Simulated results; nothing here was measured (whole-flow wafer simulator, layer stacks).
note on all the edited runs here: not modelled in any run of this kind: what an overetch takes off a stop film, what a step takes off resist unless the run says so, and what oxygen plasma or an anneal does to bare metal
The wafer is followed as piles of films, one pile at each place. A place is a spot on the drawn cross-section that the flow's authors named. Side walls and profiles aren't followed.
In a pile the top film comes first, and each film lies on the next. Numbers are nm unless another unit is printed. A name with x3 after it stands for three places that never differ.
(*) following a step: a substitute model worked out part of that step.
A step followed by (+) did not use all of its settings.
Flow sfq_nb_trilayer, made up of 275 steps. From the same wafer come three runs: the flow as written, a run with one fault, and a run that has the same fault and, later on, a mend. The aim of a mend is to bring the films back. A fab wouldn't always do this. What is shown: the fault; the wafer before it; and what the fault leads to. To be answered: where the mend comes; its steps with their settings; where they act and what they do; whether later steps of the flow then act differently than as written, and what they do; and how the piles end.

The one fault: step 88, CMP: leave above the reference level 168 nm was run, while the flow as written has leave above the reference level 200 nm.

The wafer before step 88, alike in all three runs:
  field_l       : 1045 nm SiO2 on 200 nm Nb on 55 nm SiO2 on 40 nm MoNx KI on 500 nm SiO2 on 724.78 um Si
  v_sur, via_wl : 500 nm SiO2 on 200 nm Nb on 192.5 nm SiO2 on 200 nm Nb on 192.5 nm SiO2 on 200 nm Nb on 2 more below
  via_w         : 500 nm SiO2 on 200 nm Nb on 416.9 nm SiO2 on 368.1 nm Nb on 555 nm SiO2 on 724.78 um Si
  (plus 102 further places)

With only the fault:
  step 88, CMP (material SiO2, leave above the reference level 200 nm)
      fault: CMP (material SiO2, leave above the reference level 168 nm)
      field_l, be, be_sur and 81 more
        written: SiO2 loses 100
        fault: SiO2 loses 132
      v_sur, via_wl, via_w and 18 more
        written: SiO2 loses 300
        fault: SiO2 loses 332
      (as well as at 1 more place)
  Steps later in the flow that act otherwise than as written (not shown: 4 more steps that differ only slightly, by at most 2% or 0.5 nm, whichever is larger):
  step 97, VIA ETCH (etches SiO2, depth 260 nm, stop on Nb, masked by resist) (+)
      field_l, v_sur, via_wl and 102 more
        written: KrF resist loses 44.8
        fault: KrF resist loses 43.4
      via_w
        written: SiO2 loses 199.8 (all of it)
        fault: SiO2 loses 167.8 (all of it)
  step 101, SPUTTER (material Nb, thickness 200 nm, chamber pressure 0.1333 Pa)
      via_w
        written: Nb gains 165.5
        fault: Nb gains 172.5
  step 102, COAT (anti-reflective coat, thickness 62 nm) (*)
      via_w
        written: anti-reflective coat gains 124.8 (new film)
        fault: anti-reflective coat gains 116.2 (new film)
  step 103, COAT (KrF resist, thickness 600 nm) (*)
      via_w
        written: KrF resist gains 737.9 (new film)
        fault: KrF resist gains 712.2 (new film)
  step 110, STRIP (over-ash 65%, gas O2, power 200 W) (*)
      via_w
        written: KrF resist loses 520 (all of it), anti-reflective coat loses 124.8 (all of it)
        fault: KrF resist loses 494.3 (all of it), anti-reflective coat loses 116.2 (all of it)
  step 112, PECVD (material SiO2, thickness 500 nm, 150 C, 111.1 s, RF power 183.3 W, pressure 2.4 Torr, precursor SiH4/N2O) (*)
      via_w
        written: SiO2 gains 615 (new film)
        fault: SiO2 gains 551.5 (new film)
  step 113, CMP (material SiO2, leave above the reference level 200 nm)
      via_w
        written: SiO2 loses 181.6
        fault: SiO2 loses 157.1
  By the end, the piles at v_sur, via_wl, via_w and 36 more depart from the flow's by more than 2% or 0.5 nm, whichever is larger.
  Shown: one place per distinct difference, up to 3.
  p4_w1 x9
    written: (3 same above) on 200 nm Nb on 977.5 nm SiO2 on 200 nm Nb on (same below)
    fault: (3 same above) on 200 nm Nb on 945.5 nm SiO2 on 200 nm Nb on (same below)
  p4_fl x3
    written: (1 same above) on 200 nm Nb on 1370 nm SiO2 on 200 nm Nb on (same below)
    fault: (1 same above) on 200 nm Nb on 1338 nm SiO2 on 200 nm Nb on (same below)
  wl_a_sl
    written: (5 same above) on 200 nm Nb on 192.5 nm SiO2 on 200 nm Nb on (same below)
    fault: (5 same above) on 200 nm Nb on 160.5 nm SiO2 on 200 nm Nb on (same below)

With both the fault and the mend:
  The mend follows step 95.
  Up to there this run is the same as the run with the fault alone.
  step 95a, STRIP (over-ash 65%, gas O2, power 200 W) (*)
      field_l, v_sur, via_wl and 102 more
        KrF resist loses 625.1 (all of it), anti-reflective coat loses 62 (all of it)
      via_w
        anti-reflective coat loses 62 (all of it)
  step 95b, PECVD (material SiO2, thickness 32 nm, 150 C, 7.111 s, RF power 183.3 W, pressure 2.4 Torr, precursor SiH4/N2O) (a further turn of the flow's step 87, with different settings)
      field_l, v_sur, via_wl and 103 more
        SiO2 gains 32
  step 95c, COAT (anti-reflective coat, thickness 62 nm) (a further turn of the flow's step 90)
      field_l, v_sur, via_wl and 103 more
        anti-reflective coat gains 62 (new film)
  step 95d, COAT (KrF resist, thickness 650 nm) (a further turn of the flow's step 91)
      field_l, v_sur, via_wl and 103 more
        KrF resist gains 650 (new film)
  step 95e, SOFTBAKE (KrF resist) (a further turn of the flow's step 92)
      alters no film at any place that is followed
  step 95f, EXPOSE (photomask I2, dose 11.91 mJ/cm2, NA 0.6, wavelength 248 nm) (*) (a further turn of the flow's step 93)
      alters no film at any place that is followed
  step 95g, PEB (KrF resist, 90 s) (a further turn of the flow's step 94)
      field_l, v_sur, via_wl and 103 more
        KrF resist loses 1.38
  step 95h, DEVELOP (KrF resist, thickness 650 nm, 60 s) (a further turn of the flow's step 95)
      field_l, v_sur, via_wl and 102 more
        KrF resist loses 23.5
      via_w
        KrF resist loses 648.6 (all of it)
  Later steps of the flow that are run all act as written at every place that is followed.
  By the end, the piles equal the flow's at every place that both follow.
